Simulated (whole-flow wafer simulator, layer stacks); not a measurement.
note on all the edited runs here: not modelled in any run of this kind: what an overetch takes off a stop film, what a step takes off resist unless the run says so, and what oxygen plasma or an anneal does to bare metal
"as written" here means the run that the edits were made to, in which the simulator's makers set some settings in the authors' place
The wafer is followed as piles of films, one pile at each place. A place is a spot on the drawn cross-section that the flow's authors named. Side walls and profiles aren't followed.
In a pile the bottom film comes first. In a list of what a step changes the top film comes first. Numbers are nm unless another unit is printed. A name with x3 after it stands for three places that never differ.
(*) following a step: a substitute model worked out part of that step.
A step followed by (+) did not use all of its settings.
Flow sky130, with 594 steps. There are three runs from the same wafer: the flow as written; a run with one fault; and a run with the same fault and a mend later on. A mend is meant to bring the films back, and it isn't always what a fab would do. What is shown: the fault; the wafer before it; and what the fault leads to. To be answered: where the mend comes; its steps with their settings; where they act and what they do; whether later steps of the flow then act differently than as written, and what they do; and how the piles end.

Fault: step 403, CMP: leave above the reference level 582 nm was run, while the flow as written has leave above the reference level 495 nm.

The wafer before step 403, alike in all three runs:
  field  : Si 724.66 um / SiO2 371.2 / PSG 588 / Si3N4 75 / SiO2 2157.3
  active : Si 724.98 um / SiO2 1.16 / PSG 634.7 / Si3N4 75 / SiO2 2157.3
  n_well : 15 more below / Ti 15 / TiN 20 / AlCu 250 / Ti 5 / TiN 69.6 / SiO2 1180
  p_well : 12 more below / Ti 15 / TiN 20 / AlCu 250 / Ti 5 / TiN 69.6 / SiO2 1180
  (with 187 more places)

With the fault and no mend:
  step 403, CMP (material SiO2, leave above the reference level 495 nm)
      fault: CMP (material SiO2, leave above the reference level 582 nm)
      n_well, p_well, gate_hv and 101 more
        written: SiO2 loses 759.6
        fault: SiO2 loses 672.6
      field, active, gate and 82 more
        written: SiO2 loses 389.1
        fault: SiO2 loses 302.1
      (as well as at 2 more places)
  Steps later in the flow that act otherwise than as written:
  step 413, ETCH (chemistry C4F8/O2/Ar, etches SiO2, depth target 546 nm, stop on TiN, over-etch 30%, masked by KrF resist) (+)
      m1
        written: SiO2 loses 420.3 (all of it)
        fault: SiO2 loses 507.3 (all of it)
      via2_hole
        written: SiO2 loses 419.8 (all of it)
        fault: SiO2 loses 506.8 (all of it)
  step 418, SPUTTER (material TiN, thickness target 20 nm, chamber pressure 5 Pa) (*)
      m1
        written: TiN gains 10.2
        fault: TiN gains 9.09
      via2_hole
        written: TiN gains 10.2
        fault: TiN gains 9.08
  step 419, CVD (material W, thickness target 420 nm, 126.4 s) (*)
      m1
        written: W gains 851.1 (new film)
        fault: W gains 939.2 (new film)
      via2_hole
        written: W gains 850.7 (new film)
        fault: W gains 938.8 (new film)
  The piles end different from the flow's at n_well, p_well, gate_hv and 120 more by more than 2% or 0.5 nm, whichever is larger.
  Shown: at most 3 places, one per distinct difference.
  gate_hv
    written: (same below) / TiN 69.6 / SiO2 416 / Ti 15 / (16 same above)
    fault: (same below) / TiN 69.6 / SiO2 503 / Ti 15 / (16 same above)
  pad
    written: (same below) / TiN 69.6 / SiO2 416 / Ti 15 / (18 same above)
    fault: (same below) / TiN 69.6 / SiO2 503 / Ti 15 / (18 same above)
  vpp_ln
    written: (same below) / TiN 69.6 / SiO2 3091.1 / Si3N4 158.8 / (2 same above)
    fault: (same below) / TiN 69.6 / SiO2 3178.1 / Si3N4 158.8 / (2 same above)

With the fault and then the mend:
  The mend stands after step 403.
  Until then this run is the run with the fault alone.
  step 403a, CMP (material SiO2, leave above the reference level 495 nm) (the flow's step 403 again)
      field, active, n_well and 188 more
        SiO2 loses 87
  Later steps of the flow that are run all act as written at every place that is followed.
  By the end, the piles equal the flow's at every place that both follow.
